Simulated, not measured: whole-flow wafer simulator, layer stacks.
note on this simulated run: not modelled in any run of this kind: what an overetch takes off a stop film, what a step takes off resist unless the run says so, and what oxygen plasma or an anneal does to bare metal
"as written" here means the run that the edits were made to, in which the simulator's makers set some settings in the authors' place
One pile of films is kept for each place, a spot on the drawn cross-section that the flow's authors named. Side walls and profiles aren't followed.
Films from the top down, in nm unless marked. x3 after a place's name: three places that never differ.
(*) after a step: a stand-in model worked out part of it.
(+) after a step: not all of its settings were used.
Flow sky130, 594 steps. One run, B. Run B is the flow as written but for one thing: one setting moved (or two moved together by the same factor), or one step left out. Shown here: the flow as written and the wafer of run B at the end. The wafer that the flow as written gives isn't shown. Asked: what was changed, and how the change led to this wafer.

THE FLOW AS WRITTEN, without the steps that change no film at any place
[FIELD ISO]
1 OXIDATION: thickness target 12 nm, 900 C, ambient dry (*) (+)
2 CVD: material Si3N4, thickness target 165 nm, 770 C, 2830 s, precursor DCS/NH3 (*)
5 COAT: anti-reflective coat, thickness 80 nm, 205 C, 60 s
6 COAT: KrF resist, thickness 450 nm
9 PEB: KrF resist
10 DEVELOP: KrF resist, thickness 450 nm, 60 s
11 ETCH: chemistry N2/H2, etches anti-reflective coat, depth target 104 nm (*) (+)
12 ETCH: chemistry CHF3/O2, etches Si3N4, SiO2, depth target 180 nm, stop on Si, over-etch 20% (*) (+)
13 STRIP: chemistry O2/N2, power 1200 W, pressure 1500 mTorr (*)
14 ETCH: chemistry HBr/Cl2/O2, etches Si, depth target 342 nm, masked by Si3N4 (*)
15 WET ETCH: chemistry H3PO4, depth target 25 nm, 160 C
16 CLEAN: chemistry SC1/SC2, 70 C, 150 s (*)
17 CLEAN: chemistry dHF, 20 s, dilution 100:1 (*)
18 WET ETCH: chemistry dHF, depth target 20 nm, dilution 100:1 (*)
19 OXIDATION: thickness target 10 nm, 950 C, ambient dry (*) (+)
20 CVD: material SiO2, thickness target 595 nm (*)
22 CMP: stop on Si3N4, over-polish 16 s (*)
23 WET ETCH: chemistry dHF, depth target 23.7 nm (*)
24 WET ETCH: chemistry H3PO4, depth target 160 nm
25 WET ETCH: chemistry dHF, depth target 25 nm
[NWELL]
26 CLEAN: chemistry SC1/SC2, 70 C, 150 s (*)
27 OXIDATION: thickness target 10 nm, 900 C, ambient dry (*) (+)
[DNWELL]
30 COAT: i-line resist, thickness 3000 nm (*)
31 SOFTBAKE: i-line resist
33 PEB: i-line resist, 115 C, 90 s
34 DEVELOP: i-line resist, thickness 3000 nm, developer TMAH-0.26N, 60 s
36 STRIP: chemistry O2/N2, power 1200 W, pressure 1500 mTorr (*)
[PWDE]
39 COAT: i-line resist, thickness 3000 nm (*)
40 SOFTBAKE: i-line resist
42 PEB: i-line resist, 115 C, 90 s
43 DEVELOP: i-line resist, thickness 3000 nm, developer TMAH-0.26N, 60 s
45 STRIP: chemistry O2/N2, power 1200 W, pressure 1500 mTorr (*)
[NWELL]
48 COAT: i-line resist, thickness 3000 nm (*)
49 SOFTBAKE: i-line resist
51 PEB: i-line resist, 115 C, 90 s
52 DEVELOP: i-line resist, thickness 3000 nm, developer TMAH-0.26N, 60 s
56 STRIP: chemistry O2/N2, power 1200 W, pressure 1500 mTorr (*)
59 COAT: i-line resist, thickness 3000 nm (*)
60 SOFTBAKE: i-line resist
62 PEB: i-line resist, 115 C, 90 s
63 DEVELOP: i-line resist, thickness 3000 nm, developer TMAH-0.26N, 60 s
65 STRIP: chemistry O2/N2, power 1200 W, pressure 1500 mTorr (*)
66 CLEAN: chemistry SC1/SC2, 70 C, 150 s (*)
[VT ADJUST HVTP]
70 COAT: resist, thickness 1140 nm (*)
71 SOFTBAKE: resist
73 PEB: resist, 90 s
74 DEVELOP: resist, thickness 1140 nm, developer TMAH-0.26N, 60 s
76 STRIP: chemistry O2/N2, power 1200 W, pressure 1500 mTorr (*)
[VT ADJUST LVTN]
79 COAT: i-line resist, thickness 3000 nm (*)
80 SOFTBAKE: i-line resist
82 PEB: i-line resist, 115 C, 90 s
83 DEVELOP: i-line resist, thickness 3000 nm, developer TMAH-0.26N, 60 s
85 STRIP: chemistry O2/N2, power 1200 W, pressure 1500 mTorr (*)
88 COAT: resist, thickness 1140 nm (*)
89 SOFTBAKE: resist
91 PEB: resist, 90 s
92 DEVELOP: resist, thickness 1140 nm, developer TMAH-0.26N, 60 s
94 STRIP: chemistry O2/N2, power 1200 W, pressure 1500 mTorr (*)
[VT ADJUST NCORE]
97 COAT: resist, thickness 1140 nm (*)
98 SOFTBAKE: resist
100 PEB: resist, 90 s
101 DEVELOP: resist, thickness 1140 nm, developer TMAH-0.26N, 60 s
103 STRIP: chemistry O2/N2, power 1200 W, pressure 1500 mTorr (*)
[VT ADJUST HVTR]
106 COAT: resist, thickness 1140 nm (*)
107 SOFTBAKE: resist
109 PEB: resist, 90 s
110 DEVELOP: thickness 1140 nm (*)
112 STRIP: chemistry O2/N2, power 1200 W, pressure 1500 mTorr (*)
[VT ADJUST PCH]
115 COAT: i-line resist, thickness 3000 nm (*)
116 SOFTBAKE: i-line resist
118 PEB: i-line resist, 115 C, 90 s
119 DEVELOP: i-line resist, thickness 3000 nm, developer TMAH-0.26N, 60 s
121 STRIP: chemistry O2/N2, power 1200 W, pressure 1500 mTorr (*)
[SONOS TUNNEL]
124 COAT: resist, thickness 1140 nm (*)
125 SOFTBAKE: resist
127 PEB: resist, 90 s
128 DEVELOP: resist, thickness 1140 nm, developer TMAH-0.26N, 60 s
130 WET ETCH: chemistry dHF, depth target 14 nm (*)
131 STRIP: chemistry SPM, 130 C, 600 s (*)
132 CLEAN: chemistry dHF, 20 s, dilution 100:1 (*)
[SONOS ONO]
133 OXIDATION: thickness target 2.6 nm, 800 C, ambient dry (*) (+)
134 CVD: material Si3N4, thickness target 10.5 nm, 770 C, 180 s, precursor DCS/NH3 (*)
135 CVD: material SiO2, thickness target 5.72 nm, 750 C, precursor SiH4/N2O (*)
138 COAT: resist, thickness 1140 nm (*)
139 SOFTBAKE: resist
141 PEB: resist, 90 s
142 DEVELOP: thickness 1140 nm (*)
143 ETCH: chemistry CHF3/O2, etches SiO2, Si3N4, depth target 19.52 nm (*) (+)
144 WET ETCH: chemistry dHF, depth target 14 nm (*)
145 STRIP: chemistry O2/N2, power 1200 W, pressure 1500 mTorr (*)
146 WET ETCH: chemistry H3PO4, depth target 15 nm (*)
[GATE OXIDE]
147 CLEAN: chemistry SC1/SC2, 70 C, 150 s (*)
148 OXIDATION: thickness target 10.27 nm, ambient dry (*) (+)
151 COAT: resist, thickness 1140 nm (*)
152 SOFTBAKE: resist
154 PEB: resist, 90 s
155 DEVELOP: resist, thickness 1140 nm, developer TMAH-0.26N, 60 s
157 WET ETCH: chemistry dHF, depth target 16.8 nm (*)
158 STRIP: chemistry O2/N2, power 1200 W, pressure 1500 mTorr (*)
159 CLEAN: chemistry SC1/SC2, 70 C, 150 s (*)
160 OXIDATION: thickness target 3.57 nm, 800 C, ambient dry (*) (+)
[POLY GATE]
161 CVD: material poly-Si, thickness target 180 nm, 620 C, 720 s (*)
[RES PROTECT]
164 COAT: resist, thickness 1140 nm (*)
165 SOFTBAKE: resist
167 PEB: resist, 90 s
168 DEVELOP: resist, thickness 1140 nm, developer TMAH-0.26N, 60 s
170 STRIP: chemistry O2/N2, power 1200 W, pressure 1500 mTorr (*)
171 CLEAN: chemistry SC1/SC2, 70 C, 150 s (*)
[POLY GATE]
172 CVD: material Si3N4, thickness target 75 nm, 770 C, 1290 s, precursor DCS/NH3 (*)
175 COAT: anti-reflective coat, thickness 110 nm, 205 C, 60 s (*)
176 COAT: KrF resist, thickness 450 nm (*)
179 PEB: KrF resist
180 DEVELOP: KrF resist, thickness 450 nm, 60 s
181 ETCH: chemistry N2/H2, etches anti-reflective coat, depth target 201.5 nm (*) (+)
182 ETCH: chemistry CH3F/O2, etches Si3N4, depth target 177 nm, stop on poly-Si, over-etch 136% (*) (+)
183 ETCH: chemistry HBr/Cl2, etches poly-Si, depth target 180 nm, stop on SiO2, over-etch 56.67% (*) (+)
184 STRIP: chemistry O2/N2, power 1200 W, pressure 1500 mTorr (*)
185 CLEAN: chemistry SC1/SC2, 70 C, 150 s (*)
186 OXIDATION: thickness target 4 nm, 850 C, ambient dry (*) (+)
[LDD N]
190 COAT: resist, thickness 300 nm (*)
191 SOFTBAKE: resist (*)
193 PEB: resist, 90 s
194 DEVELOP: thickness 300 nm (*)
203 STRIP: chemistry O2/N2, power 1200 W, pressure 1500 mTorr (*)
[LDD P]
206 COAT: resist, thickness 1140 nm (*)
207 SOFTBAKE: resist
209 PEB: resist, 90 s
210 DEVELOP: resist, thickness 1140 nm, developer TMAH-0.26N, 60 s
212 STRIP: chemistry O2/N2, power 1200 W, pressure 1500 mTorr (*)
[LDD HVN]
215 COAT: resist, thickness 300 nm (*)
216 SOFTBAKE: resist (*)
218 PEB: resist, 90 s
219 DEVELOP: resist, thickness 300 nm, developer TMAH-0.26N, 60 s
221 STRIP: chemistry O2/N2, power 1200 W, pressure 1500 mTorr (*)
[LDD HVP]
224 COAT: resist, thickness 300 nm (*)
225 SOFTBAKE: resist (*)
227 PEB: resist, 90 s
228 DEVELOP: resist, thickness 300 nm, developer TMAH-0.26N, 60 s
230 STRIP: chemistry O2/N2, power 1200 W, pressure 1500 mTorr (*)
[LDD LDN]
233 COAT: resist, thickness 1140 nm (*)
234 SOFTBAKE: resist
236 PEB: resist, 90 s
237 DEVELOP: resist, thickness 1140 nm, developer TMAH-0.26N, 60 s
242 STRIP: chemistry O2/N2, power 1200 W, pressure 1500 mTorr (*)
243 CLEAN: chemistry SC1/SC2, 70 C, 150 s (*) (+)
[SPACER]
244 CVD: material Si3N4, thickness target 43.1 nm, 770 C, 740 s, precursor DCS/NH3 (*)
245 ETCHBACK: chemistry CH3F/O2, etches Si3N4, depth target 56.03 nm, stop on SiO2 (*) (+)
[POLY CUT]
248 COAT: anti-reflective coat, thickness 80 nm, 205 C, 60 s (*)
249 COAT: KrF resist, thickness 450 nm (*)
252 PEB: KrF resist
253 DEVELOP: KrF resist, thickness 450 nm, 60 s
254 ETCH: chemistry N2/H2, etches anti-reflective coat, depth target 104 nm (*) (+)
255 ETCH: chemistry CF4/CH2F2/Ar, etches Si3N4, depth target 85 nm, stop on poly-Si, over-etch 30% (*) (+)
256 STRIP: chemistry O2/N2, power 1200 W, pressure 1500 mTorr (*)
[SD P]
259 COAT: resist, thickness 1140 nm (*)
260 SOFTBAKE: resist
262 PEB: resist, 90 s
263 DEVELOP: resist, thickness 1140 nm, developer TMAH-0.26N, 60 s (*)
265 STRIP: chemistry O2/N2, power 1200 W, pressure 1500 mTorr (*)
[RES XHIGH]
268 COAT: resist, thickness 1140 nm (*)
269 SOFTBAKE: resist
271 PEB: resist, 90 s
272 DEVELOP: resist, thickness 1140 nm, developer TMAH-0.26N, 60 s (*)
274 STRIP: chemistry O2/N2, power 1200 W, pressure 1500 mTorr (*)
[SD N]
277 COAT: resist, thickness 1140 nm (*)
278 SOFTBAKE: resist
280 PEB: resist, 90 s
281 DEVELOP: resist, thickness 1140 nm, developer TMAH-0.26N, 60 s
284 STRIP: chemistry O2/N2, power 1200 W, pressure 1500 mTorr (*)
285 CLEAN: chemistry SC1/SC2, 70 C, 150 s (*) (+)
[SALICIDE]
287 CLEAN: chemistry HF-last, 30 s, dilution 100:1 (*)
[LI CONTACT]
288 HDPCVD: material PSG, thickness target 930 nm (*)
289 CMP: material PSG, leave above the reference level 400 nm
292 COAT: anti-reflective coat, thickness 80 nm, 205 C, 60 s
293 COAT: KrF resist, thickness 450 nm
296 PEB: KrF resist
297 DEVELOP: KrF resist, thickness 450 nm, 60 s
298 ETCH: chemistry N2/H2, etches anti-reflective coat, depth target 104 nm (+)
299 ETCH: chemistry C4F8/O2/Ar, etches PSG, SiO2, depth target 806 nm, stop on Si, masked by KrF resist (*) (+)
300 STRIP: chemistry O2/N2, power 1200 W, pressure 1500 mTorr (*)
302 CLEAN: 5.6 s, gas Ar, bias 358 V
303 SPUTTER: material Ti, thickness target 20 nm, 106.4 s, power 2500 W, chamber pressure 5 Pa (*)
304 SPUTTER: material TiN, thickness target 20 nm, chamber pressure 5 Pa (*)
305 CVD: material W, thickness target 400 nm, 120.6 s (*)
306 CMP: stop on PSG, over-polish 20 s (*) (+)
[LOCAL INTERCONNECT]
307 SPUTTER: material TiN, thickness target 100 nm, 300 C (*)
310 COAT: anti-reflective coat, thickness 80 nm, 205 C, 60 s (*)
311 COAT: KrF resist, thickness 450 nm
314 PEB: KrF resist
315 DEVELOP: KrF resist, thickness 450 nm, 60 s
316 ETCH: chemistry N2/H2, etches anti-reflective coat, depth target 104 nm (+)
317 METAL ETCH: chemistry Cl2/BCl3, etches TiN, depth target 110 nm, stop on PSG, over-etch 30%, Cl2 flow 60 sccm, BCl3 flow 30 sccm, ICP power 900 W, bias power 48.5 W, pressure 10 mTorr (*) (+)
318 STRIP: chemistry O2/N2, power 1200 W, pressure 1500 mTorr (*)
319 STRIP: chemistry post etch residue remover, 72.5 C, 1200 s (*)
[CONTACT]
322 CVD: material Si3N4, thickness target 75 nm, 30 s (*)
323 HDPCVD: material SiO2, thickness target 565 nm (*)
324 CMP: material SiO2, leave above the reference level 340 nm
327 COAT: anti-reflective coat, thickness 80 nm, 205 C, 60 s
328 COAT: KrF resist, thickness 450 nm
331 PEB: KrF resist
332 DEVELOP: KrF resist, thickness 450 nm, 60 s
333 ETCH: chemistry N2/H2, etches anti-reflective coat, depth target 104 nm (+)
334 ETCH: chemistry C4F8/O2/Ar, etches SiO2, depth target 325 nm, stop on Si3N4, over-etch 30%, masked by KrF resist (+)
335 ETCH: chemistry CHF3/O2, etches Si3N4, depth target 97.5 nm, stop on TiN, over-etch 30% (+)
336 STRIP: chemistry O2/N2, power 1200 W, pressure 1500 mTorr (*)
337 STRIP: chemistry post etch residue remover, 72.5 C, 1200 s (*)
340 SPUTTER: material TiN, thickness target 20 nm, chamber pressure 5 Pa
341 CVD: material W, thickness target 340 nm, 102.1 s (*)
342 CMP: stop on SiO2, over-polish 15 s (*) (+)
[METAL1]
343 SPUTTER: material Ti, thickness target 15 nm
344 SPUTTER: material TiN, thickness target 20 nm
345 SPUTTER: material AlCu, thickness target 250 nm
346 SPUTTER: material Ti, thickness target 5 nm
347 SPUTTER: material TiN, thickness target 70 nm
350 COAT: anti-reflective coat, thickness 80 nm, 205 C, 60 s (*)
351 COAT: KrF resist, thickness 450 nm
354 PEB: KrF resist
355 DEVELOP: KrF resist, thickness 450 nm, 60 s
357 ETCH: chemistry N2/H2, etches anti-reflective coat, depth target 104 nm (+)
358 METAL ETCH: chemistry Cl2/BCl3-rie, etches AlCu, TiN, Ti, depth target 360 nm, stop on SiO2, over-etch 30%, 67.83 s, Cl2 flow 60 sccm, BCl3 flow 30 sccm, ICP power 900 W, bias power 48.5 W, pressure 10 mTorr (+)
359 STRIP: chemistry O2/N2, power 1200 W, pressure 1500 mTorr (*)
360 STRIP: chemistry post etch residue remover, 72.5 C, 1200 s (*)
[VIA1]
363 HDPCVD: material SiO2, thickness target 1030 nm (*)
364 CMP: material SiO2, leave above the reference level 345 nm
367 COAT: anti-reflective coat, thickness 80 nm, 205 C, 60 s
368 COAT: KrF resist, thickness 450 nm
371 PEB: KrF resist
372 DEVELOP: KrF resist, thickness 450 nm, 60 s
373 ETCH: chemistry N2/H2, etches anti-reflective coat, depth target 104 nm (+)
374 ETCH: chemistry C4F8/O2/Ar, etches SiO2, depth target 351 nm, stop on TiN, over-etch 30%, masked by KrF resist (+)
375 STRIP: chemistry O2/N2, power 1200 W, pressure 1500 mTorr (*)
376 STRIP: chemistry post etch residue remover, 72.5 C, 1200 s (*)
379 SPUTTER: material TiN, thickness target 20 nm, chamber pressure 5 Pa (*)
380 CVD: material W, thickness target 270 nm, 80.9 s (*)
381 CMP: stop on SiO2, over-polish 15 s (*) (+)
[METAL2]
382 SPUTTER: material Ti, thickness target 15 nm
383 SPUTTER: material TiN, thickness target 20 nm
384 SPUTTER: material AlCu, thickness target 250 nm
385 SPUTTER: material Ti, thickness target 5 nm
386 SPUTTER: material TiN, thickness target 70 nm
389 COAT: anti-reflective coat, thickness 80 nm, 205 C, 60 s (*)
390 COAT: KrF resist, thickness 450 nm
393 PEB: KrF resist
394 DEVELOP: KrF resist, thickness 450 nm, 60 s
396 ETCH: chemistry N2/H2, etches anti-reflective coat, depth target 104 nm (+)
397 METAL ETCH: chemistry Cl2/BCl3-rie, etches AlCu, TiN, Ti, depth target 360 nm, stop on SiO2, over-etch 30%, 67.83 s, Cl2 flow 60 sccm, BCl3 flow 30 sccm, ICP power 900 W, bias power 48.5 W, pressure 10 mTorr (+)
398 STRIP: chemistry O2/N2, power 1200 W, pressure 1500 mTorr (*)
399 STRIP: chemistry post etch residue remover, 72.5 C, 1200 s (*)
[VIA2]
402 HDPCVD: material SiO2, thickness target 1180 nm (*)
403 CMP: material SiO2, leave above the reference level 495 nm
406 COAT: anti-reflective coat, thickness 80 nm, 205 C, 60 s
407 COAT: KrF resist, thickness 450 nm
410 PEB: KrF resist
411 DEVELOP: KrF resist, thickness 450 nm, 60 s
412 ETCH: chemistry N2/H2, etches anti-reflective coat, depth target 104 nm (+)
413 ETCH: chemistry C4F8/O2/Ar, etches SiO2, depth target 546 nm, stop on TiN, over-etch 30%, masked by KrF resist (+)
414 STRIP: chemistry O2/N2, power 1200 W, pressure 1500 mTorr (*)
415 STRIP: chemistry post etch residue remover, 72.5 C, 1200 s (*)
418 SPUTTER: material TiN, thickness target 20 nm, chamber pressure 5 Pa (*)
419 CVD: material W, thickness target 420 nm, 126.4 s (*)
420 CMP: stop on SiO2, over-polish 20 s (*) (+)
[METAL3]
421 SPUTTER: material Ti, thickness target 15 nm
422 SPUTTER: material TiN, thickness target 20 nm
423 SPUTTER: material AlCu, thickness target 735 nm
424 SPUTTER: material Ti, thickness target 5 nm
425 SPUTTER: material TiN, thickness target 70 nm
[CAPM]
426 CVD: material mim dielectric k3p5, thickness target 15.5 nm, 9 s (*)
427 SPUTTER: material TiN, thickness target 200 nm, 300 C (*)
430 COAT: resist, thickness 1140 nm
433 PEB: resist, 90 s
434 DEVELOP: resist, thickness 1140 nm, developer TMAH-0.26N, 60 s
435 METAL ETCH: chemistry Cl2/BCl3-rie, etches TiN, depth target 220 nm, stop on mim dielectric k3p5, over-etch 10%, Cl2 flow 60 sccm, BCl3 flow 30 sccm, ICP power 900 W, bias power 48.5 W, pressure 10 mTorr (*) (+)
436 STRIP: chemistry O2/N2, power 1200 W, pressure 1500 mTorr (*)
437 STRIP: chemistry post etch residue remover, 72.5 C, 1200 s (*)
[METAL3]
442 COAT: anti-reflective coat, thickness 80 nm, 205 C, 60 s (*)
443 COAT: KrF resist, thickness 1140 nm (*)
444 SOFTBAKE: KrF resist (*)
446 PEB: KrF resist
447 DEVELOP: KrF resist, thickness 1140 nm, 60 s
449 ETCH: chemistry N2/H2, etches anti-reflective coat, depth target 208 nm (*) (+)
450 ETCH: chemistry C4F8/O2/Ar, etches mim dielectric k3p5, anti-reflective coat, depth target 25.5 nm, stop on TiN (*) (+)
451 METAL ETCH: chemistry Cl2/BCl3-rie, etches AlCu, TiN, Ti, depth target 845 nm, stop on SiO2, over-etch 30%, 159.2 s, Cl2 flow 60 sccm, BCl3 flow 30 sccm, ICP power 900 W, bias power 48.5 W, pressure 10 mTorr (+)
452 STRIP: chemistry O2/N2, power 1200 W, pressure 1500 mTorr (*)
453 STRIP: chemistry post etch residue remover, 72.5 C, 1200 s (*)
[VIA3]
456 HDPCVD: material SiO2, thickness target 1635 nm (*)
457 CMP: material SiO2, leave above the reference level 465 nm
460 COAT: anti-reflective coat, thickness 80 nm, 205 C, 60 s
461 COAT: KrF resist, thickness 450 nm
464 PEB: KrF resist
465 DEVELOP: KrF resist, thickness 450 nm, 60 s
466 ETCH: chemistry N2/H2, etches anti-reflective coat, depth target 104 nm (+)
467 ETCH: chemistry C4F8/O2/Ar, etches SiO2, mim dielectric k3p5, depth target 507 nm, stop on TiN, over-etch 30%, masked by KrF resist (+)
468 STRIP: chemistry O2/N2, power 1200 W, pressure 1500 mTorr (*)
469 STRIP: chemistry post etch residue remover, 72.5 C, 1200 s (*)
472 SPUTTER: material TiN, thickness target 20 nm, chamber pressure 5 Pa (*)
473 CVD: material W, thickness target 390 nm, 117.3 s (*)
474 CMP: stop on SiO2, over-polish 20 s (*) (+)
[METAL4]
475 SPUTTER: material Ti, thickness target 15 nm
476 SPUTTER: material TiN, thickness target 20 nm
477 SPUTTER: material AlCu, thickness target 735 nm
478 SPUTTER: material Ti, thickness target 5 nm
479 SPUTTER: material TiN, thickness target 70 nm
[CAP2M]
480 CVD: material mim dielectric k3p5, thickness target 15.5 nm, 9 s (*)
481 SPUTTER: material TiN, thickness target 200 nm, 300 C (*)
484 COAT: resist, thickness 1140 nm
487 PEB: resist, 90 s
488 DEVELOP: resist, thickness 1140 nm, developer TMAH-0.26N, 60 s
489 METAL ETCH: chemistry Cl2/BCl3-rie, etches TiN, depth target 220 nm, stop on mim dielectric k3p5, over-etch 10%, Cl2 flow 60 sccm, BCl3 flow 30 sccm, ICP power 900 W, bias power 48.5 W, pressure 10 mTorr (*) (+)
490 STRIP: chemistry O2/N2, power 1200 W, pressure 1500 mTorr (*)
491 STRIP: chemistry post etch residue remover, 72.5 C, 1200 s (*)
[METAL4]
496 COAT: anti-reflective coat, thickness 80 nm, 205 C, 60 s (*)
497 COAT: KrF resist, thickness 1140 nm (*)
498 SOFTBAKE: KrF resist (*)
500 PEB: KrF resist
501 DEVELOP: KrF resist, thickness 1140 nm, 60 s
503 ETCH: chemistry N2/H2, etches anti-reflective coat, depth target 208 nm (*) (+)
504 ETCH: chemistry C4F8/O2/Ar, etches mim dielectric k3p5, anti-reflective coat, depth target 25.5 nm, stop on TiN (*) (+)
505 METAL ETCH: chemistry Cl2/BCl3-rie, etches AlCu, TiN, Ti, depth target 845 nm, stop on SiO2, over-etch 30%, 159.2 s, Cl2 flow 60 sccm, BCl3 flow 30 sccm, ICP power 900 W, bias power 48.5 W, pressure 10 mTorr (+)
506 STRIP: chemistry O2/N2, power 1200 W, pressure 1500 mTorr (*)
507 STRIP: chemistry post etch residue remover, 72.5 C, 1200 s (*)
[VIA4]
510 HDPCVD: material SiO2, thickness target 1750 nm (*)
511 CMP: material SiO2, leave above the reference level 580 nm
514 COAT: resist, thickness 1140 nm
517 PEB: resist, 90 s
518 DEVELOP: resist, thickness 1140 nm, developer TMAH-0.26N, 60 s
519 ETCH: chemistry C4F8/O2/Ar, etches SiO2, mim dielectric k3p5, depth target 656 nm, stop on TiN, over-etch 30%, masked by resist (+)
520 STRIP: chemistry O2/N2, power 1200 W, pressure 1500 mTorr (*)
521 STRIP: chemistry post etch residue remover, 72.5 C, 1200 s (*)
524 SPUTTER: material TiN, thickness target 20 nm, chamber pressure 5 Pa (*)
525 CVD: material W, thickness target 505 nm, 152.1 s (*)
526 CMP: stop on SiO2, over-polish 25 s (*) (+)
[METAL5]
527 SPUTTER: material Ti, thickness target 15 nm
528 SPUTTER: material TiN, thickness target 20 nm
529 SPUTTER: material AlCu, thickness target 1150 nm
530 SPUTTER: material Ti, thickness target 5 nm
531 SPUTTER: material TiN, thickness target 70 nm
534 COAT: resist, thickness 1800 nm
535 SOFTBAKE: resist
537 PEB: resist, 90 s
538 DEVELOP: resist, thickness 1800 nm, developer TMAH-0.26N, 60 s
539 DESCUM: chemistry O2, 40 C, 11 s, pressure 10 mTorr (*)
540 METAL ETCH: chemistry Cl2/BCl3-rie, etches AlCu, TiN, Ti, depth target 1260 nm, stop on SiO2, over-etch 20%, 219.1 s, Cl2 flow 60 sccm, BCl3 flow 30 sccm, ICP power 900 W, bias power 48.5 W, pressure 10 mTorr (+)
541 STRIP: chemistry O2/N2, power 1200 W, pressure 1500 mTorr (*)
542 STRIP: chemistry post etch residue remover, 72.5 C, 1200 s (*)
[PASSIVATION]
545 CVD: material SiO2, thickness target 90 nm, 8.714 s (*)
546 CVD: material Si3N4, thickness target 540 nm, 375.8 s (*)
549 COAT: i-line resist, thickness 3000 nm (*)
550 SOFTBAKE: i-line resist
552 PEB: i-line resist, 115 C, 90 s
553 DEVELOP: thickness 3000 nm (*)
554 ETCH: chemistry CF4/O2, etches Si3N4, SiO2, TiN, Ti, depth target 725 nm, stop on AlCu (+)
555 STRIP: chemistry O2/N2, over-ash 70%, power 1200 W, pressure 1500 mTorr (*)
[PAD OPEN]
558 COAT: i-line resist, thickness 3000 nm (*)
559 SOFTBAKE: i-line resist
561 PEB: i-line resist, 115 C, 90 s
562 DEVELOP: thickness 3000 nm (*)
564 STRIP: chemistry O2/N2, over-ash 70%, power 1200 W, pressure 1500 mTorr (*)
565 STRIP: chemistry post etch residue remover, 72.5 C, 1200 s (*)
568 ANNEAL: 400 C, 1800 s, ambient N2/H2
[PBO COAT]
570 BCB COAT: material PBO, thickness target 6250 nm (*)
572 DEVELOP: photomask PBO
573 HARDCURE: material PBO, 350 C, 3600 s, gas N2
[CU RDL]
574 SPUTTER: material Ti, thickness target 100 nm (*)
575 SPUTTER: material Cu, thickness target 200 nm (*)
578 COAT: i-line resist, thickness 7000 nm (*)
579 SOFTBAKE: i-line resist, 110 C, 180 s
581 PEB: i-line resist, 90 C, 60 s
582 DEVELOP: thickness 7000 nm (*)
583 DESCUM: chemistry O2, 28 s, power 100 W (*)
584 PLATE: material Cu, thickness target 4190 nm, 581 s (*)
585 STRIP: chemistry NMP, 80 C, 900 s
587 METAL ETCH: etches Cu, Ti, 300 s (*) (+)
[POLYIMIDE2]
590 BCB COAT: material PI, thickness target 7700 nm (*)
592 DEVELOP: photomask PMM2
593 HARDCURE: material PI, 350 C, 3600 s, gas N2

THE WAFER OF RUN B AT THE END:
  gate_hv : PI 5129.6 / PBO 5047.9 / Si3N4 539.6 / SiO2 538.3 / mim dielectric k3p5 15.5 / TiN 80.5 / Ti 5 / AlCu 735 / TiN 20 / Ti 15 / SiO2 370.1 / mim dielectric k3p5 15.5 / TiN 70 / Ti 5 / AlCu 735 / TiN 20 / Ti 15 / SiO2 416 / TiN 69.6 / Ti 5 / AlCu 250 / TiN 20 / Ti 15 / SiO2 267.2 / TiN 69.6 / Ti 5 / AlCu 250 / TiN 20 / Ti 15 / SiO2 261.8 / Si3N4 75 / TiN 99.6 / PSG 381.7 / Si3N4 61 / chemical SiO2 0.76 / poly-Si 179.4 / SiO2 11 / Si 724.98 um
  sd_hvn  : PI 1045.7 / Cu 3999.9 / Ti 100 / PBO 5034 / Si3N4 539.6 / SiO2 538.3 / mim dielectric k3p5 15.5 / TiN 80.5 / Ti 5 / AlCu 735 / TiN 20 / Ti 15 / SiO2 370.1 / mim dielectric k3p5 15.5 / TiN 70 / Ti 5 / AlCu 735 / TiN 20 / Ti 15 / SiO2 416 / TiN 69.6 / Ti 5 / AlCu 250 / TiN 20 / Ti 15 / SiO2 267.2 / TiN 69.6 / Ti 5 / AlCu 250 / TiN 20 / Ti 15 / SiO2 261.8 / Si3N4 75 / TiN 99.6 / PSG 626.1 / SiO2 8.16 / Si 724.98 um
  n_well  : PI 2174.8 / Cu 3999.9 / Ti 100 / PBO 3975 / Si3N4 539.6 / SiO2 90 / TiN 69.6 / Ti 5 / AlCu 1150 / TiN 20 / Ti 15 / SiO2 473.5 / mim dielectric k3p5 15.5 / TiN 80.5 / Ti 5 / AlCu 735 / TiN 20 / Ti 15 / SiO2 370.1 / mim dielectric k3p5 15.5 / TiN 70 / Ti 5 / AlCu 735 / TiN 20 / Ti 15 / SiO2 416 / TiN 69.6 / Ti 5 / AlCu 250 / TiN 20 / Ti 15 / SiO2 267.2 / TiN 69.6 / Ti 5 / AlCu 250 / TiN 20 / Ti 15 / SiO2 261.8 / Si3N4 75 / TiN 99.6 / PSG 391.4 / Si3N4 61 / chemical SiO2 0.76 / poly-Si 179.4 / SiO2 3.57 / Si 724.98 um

The cause: step 479, SPUTTER: thickness target 80.5 nm was run, where the flow has thickness target 70 nm.
It can be read off the wafer: gate_hv has TiN 80.5, and step 479 as written asks for 70 nm.

How the change led to this, step by step:
  479 SPUTTER: material TiN, thickness target 70 nm
      field, active, n_well and 189 more: TiN +80.5 (new film) (as written it would be: TiN +70 (new film))
  505 METAL ETCH: chemistry Cl2/BCl3-rie, etches AlCu, TiN, Ti, depth target 845 nm, stop on SiO2, over-etch 30%, 159.2 s, Cl2 flow 60 sccm, BCl3 flow 30 sccm, ICP power 900 W, bias power 48.5 W, pressure 10 mTorr (+)
      field, active, gate and 70 more: TiN -80.5 (all of it), Ti -5 (all of it), AlCu -735 (all of it), TiN -20 (all of it), Ti -15 (all of it), SiO2 -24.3 (as written it would be: TiN -70 (all of it), Ti -5 (all of it), AlCu -735 (all of it), TiN -20 (all of it), Ti -15 (all of it), SiO2 -25.4)
      vpp_iso1, mim_edge_plate, m1_ln and 12 more: TiN -80.5 (all of it), Ti -5 (all of it), AlCu -735 (all of it), TiN -20 (all of it), Ti -15 (all of it), SiO2 -24.3 (as written it would be: TiN -70 (all of it), Ti -5 (all of it), AlCu -735 (all of it), TiN -20 (all of it), Ti -15 (all of it), SiO2 -25.3)
  519 ETCH: chemistry C4F8/O2/Ar, etches SiO2, mim dielectric k3p5, depth target 656 nm, stop on TiN, over-etch 30%, masked by resist (+)
      m1: SiO2 -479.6 (all of it), mim dielectric k3p5 -15.5 (all of it) (as written it would be: SiO2 -490.1 (all of it), mim dielectric k3p5 -15.5 (all of it))
      via4_hole: SiO2 -479 (all of it), mim dielectric k3p5 -15.5 (all of it) (as written it would be: SiO2 -489.5 (all of it), mim dielectric k3p5 -15.5 (all of it))
